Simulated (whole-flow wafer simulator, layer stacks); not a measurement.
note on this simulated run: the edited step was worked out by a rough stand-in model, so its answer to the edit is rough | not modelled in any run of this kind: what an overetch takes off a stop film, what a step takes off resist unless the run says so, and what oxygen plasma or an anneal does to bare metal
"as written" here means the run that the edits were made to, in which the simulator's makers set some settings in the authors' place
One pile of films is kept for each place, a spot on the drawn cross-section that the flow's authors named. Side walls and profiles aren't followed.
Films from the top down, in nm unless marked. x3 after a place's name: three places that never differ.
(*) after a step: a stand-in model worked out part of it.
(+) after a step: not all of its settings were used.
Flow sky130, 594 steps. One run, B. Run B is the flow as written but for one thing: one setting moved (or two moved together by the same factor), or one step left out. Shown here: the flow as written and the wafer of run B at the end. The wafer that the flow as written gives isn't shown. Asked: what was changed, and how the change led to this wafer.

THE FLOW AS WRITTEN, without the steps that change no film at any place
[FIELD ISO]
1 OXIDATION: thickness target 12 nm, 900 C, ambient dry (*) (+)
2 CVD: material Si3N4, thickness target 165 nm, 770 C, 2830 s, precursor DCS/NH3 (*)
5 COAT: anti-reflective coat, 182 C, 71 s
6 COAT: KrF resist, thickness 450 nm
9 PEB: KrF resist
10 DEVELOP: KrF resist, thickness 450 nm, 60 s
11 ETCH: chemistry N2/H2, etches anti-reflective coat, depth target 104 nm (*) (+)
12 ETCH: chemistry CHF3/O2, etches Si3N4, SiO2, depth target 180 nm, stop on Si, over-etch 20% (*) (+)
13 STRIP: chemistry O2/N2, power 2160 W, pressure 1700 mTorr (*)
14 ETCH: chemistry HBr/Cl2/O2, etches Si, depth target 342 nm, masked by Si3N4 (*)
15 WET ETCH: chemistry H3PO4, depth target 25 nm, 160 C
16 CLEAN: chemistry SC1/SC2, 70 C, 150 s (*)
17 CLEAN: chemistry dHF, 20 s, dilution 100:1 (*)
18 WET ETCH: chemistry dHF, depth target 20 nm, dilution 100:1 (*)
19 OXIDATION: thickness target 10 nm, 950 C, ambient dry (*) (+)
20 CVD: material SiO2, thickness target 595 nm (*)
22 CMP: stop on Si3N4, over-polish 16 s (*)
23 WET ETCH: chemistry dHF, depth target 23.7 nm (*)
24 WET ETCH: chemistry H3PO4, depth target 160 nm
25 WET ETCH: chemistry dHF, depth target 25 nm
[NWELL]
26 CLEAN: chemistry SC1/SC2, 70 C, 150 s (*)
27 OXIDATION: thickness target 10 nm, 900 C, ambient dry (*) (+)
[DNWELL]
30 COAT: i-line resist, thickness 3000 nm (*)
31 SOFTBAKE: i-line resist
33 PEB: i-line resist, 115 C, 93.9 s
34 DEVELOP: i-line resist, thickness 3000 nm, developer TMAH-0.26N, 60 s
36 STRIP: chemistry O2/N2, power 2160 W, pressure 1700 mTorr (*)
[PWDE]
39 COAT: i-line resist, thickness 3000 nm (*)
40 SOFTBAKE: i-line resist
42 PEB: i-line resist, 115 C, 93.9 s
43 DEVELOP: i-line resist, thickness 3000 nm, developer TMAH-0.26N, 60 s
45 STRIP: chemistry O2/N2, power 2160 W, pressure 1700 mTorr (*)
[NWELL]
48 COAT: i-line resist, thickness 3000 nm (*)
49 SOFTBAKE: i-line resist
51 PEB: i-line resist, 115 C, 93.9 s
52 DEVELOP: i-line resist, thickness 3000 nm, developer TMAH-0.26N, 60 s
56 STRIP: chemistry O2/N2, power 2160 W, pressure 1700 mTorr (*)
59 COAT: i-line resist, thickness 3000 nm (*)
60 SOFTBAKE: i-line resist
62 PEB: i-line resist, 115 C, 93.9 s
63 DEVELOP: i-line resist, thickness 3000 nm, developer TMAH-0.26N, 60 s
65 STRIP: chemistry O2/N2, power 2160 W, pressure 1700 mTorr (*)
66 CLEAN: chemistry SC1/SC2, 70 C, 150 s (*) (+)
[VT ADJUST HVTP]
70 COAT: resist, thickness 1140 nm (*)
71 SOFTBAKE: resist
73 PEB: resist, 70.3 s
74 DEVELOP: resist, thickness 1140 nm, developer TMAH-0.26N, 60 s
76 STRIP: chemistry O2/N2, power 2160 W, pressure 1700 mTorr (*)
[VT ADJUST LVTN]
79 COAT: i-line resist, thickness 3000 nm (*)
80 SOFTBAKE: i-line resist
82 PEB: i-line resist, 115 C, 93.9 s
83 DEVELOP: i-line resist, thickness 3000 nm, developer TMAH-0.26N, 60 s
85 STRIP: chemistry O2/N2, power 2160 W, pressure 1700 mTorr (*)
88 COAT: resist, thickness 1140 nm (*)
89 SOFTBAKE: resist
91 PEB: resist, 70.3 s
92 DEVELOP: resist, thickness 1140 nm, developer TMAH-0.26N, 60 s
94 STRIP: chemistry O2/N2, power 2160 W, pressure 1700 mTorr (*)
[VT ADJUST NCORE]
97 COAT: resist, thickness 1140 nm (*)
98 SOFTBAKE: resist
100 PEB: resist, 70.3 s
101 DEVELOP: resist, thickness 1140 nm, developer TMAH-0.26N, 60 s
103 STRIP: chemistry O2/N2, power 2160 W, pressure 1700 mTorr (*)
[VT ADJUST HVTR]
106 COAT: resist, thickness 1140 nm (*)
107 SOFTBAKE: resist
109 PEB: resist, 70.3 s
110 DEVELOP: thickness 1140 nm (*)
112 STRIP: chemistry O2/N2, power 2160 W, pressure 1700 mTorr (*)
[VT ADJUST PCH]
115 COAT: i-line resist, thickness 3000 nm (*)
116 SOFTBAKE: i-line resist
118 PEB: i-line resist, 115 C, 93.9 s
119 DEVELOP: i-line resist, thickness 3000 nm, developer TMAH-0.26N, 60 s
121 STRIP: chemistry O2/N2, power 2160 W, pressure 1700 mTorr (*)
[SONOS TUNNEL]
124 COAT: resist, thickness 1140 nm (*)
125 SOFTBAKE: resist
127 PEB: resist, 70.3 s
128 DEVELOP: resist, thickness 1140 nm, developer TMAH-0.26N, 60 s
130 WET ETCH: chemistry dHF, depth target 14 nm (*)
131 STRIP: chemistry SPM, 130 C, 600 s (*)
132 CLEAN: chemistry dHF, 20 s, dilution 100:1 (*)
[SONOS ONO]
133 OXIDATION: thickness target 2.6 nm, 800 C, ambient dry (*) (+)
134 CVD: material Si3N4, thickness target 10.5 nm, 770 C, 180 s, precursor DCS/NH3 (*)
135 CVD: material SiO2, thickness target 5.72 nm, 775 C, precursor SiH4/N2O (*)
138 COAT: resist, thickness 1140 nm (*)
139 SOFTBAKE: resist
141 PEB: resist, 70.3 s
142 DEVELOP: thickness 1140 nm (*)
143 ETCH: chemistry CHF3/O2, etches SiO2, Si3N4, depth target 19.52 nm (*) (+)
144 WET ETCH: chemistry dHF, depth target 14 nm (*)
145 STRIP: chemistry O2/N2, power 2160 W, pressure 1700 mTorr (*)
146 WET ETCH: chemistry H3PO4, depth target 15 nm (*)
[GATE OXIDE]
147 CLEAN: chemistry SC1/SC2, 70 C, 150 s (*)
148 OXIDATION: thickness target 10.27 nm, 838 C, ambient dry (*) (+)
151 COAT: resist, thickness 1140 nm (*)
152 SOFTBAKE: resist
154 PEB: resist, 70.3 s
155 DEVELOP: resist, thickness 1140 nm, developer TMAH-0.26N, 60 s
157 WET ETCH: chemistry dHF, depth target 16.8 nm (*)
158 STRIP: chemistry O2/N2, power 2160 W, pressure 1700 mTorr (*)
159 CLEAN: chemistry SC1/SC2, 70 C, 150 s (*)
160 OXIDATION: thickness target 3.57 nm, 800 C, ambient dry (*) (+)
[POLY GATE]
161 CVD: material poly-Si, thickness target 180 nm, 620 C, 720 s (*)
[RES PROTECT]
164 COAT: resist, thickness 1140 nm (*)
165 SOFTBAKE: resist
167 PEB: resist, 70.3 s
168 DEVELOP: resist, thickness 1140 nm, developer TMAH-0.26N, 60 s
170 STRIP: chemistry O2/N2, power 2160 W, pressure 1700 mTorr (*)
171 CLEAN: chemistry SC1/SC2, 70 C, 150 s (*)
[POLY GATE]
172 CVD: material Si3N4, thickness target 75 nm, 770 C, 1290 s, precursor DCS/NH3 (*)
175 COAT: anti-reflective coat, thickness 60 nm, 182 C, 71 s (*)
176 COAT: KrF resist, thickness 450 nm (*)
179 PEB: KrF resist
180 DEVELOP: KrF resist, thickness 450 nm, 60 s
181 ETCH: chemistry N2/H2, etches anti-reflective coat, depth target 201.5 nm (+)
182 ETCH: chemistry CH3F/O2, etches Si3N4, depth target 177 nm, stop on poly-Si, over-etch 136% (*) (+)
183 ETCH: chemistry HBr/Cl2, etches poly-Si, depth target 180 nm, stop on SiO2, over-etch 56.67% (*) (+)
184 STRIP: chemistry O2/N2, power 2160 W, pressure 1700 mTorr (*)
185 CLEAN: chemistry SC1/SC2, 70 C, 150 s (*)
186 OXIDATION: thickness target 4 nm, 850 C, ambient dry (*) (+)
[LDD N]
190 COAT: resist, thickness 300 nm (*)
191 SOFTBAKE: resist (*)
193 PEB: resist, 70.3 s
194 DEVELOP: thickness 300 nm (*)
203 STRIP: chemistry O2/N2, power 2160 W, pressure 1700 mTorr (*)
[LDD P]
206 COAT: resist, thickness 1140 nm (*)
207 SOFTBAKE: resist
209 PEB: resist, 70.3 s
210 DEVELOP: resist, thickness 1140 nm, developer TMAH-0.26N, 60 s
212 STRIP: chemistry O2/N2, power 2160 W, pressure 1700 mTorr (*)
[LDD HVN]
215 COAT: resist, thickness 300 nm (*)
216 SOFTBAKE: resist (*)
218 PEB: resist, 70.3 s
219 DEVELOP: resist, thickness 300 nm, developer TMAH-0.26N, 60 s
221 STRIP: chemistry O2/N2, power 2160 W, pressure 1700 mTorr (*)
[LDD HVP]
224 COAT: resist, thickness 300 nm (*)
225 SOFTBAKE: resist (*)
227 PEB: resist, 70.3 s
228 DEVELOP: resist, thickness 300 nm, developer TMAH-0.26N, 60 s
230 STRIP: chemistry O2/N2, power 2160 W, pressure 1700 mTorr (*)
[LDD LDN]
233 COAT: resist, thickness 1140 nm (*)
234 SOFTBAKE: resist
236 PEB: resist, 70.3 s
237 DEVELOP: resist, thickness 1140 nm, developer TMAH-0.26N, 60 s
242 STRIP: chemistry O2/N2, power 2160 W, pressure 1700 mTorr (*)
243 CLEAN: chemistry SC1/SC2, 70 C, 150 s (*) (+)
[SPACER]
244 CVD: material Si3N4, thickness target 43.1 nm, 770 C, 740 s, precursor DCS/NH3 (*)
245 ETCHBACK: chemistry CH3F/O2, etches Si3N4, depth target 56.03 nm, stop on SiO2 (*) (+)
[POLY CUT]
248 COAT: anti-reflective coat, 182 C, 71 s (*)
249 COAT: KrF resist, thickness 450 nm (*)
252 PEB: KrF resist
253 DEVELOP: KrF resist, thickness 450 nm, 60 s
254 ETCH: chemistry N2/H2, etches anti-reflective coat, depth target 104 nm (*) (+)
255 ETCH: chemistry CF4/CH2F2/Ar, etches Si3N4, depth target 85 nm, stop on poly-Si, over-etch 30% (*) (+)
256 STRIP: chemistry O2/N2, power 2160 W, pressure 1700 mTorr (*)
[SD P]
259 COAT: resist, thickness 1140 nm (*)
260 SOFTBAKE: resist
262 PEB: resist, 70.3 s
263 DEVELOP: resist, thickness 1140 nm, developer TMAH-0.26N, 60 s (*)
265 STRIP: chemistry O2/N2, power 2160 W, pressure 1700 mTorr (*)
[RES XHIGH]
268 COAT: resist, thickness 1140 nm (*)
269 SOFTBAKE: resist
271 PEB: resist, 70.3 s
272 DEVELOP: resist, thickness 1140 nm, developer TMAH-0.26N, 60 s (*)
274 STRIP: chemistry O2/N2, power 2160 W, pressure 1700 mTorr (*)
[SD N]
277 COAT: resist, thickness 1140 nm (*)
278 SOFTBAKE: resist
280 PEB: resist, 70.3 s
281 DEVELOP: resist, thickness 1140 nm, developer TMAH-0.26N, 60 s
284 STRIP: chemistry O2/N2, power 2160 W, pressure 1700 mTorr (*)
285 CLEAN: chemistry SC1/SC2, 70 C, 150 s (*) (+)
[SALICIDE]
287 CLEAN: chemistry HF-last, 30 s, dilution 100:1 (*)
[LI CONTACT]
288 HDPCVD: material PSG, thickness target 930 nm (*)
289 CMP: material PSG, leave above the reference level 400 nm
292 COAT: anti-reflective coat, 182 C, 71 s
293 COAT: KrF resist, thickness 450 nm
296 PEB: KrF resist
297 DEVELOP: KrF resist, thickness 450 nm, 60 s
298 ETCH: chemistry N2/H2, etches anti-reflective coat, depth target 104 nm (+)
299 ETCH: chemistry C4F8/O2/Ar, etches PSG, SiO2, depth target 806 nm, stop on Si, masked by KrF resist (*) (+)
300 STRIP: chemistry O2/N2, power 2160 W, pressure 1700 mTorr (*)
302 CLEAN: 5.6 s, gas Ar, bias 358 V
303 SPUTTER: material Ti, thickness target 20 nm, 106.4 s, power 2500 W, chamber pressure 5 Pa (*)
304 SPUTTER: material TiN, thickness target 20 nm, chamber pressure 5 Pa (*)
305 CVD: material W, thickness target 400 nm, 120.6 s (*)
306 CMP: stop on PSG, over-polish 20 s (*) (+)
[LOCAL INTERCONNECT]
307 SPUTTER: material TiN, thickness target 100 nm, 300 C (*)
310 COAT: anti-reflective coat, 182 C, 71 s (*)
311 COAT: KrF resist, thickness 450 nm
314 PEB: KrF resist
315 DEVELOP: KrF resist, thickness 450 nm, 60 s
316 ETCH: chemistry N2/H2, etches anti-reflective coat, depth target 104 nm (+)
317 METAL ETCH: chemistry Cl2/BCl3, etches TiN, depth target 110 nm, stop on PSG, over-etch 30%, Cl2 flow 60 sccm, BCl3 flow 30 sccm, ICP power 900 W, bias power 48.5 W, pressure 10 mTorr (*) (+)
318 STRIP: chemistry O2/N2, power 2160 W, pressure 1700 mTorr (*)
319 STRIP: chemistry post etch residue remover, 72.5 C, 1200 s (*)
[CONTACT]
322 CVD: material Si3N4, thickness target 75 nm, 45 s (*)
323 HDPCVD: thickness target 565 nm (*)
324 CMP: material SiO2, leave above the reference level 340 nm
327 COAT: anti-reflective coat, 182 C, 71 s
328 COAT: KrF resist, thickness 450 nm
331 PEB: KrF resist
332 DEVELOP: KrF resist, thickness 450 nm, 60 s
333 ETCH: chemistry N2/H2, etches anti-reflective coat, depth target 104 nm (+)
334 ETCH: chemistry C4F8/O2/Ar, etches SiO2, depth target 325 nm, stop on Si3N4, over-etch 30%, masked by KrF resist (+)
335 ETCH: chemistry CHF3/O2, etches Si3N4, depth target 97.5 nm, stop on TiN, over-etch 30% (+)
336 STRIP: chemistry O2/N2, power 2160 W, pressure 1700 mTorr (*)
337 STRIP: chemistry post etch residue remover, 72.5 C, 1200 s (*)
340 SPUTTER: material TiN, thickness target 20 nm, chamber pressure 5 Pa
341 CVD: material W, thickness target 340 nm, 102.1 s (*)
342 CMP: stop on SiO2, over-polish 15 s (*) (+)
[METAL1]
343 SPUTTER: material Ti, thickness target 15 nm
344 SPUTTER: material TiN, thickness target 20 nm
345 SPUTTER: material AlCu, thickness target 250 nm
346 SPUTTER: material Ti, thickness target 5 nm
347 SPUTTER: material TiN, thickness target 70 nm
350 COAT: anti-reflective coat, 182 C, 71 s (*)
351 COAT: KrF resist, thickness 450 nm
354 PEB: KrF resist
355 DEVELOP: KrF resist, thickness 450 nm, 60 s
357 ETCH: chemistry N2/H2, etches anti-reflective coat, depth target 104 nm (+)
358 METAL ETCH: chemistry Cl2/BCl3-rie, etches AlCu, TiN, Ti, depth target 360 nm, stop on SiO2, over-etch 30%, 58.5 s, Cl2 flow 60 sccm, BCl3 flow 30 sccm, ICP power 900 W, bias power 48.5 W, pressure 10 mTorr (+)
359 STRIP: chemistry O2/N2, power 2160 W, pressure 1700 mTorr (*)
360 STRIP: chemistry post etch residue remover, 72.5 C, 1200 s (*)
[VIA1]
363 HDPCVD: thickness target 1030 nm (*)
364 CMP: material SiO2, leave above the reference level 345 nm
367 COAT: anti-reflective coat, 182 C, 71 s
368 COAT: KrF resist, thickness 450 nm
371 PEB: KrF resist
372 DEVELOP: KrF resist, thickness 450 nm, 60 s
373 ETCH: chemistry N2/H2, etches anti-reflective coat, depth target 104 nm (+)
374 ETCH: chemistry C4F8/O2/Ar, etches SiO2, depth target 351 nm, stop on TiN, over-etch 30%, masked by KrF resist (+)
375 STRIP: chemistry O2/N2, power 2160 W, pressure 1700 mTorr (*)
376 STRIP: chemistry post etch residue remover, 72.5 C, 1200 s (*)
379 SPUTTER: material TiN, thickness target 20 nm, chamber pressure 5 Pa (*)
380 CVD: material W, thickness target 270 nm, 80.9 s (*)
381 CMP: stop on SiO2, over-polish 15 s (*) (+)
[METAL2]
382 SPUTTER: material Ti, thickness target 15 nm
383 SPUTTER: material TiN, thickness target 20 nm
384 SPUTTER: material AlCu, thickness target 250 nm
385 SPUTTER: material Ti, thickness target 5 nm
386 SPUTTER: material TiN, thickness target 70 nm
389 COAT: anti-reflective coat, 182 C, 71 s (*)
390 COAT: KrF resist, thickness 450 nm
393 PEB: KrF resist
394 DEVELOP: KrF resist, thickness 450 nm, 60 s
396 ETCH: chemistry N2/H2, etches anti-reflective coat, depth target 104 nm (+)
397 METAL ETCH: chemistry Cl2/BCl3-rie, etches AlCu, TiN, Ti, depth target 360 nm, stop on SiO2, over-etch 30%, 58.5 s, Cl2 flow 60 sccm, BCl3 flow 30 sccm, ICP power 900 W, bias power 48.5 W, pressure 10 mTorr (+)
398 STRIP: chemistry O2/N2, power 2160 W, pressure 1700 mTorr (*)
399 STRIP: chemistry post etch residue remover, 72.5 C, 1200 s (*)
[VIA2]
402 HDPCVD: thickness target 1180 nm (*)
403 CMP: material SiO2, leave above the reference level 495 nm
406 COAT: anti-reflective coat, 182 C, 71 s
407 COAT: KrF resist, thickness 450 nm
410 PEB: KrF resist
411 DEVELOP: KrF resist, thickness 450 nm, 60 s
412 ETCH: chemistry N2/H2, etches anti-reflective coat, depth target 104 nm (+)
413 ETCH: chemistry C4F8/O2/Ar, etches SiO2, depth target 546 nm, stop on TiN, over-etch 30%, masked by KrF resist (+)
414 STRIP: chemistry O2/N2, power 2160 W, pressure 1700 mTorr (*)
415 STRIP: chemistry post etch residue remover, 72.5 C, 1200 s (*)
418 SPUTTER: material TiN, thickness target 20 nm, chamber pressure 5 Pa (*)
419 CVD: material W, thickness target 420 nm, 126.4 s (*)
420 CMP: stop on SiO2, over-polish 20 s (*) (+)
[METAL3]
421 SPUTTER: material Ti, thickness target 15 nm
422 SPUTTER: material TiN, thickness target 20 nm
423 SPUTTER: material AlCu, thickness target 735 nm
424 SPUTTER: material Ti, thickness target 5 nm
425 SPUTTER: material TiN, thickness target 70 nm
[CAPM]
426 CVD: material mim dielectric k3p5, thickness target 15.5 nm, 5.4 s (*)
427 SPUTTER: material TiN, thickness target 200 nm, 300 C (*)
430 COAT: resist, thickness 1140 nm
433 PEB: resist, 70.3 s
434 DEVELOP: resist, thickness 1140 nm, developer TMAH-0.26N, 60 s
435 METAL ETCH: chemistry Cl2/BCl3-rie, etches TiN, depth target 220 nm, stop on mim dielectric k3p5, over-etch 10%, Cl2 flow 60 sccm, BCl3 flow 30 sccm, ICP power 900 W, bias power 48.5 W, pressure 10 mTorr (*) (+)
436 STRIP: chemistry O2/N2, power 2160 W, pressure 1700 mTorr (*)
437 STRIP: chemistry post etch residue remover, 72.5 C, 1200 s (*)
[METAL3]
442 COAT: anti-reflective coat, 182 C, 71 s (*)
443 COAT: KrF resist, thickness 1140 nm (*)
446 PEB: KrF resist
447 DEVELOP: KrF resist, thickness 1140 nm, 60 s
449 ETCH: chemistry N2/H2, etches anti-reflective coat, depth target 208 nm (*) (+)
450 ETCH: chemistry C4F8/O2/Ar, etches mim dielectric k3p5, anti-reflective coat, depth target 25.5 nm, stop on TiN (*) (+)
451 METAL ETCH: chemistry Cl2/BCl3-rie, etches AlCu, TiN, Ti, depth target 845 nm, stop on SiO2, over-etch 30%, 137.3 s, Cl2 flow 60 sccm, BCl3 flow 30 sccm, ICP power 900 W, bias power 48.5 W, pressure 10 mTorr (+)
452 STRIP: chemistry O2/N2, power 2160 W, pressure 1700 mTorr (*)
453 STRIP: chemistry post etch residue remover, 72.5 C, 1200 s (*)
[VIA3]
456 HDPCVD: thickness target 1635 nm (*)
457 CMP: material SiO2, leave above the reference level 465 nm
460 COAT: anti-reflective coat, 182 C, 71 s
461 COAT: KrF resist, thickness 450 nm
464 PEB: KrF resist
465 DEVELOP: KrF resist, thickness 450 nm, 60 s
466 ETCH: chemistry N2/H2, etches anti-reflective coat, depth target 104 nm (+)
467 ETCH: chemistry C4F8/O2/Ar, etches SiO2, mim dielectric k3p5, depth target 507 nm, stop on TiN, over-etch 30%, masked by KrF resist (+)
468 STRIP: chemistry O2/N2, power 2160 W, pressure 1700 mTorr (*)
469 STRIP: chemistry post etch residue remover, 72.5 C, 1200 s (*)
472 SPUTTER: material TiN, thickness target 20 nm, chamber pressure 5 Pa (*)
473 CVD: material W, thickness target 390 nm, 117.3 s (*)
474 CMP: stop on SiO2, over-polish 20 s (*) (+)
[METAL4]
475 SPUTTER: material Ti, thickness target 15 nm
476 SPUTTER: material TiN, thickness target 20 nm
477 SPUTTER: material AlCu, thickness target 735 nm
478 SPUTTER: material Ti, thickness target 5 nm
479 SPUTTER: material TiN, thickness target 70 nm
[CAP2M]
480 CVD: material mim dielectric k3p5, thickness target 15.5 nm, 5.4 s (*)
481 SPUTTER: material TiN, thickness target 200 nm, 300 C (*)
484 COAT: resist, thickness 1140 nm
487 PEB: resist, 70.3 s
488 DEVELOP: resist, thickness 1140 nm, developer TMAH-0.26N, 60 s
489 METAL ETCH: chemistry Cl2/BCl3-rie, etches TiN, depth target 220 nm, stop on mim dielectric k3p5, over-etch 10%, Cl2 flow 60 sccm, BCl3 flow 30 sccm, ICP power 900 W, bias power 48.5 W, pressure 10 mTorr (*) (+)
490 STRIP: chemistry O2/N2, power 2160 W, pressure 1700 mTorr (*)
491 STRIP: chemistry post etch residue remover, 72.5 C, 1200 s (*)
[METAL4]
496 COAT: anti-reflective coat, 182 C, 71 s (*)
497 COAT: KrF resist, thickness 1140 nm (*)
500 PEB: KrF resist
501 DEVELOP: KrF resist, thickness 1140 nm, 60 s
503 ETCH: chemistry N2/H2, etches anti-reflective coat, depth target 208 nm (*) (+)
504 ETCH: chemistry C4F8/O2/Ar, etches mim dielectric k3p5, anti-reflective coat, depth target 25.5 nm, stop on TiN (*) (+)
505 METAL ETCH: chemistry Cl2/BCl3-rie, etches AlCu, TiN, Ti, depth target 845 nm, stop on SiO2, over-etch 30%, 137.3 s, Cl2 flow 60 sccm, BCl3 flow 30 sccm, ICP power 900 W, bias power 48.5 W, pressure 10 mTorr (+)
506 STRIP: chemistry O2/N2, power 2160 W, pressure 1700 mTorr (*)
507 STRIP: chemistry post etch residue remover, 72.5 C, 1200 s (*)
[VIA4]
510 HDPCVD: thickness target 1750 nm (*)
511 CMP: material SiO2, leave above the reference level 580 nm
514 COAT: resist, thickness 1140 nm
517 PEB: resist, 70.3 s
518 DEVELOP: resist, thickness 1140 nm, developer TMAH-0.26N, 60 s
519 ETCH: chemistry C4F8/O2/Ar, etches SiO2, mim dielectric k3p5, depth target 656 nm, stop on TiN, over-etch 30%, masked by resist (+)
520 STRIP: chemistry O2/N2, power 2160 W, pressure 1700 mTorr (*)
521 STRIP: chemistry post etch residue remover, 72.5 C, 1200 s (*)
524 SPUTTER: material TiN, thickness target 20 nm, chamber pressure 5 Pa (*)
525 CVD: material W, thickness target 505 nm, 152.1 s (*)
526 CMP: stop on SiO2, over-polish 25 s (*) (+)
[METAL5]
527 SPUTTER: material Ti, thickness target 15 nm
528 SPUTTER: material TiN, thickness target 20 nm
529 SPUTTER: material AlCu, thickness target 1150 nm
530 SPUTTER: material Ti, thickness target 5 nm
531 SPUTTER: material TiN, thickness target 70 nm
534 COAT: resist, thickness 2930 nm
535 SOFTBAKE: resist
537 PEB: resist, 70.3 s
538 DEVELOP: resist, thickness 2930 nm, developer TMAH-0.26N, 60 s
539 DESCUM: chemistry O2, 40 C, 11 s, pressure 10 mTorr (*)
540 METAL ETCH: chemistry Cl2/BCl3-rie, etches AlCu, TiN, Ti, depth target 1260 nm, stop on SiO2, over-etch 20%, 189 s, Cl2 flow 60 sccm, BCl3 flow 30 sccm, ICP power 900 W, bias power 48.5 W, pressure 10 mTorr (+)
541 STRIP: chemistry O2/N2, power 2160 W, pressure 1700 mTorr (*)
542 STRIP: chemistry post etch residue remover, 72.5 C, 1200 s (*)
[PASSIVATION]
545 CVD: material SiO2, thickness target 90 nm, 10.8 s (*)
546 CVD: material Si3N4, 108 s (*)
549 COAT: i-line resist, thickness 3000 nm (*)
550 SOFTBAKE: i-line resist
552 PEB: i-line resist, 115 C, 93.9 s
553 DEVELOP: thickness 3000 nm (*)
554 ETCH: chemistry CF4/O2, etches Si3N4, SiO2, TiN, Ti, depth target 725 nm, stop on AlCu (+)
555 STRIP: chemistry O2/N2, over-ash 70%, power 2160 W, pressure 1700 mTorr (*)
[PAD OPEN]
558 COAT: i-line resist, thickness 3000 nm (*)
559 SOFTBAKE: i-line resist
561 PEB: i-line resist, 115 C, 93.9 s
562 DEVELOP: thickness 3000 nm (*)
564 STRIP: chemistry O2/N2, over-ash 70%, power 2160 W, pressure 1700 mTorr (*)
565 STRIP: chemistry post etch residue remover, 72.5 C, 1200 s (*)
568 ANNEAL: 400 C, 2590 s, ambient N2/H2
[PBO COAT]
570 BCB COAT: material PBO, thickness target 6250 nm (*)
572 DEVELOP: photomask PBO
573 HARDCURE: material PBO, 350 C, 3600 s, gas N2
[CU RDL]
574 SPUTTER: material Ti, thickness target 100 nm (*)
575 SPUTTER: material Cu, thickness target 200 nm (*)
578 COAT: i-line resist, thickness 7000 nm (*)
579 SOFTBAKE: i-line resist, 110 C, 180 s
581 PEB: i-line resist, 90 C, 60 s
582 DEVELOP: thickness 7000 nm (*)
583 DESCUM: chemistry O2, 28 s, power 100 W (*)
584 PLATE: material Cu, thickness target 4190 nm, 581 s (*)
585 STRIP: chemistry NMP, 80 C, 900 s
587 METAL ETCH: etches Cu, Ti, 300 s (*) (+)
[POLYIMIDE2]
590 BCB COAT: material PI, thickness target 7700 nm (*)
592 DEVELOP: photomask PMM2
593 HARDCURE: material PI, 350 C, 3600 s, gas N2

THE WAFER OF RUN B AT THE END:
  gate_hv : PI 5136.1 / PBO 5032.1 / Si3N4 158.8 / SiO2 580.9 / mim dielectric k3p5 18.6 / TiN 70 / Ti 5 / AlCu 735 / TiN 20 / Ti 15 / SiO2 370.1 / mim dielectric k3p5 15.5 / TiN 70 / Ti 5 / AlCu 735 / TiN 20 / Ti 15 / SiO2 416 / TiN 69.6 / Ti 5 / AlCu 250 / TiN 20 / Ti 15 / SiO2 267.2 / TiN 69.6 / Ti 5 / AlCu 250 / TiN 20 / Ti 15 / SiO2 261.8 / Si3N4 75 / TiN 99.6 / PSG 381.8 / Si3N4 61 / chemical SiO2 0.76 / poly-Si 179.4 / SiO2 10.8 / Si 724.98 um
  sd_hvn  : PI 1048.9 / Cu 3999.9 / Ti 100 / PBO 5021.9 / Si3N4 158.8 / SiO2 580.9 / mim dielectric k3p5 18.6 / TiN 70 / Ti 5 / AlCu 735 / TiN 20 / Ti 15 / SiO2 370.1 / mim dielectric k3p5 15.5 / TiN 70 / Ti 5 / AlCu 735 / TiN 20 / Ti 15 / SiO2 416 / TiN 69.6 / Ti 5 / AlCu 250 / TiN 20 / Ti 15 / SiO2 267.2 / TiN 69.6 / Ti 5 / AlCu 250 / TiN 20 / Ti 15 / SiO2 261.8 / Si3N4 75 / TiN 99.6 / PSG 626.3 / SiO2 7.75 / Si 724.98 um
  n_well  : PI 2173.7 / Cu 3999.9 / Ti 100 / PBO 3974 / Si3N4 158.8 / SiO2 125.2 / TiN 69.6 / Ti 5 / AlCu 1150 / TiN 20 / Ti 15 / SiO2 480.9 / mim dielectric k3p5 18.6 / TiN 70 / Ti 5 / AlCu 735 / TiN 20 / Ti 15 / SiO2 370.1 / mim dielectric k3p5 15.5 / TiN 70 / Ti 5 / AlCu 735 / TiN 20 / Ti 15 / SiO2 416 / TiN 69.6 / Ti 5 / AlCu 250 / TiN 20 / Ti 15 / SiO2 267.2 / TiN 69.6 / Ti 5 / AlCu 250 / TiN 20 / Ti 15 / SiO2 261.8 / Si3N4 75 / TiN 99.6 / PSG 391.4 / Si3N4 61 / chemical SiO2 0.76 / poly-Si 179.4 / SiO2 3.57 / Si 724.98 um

The cause: step 480, CVD: thickness target 18.6 nm was run, where the flow has thickness target 15.5 nm; step 480, CVD: 6.48 s was run, where the flow has 5.4 s.
It can be read off the wafer: gate_hv has mim dielectric k3p5 18.6, and step 480 as written asks for 15.5 nm.

How the change led to this, step by step:
  480 CVD: material mim dielectric k3p5, thickness target 15.5 nm, 5.4 s (*)
      field, active, n_well and 189 more: mim dielectric k3p5 +18.6 (new film) (as written it would be: mim dielectric k3p5 +15.5 (new film))
  504 ETCH: chemistry C4F8/O2/Ar, etches mim dielectric k3p5, anti-reflective coat, depth target 25.5 nm, stop on TiN (*) (+)
      n_well, p_well, gate_hv and 102 more: KrF resist -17 (as written it would be: KrF resist -15.5)
      field, active, gate and 85 more: mim dielectric k3p5 -18.6 (all of it) (as written it would be: mim dielectric k3p5 -15.5 (all of it))
  519 ETCH: chemistry C4F8/O2/Ar, etches SiO2, mim dielectric k3p5, depth target 656 nm, stop on TiN, over-etch 30%, masked by resist (+)
      m1: SiO2 -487 (all of it), mim dielectric k3p5 -18.6 (all of it) (as written it would be: SiO2 -490.1 (all of it), mim dielectric k3p5 -15.5 (all of it))
      via4_hole: SiO2 -486.4 (all of it), mim dielectric k3p5 -18.6 (all of it) (as written it would be: SiO2 -489.5 (all of it), mim dielectric k3p5 -15.5 (all of it))
